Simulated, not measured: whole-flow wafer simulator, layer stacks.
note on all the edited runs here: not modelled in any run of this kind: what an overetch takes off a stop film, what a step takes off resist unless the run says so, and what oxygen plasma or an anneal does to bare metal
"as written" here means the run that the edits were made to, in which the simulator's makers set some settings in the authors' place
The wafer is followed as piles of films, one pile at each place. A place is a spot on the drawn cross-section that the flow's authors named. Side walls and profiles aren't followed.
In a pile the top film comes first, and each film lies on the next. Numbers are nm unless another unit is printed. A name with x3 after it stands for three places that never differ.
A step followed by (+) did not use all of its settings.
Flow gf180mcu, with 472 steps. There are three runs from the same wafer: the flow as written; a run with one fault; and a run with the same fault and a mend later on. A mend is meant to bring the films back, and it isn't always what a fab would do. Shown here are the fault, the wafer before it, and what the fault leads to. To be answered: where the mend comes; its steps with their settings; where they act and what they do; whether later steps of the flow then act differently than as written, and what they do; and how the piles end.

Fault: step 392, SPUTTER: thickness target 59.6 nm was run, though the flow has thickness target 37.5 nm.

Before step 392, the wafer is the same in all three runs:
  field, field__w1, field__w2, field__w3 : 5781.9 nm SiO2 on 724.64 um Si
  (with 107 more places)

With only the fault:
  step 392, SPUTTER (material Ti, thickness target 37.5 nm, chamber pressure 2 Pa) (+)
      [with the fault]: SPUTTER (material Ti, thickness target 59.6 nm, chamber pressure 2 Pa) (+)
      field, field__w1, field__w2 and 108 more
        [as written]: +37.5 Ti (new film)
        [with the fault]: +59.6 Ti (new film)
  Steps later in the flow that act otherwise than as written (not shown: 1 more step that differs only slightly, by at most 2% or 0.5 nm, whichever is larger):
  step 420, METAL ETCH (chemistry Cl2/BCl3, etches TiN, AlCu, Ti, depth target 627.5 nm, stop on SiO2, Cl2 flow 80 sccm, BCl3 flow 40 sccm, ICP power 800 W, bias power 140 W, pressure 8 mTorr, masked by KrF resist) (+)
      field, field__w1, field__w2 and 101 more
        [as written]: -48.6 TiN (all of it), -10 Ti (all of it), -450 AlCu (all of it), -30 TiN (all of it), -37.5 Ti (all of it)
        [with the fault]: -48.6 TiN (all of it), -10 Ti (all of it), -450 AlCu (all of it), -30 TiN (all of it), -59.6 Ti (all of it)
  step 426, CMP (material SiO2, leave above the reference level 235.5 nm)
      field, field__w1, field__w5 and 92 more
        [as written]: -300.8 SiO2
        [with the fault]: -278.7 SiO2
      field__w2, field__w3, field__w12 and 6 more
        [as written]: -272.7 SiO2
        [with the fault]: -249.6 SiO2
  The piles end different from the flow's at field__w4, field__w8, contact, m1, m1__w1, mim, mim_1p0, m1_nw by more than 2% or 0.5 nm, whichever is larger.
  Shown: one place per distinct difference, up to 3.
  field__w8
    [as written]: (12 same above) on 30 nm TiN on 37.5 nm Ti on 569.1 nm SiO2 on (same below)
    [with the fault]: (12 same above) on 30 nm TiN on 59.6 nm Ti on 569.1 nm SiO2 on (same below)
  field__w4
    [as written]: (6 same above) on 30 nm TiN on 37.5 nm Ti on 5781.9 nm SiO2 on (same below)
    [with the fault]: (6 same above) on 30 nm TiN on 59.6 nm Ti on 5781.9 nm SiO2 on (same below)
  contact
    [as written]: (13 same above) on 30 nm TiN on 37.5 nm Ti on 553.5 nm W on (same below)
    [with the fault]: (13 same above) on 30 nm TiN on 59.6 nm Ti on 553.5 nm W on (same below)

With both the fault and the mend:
  The mend follows step 392.
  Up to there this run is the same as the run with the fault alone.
  step 392a, METAL ETCH (chemistry Cl2/BCl3, etches TiN, AlCu, Ti, depth target 22.1 nm, Cl2 flow 80 sccm, BCl3 flow 40 sccm, ICP power 800 W, bias power 140 W, pressure 8 mTorr) (a further turn of the flow's step 260, with different settings)
      field, field__w1, field__w2 and 108 more
        -22.1 Ti
  Later steps of the flow that are run all act as written at every place that is followed.
  At every place that both follow, the piles at the end match the flow's.
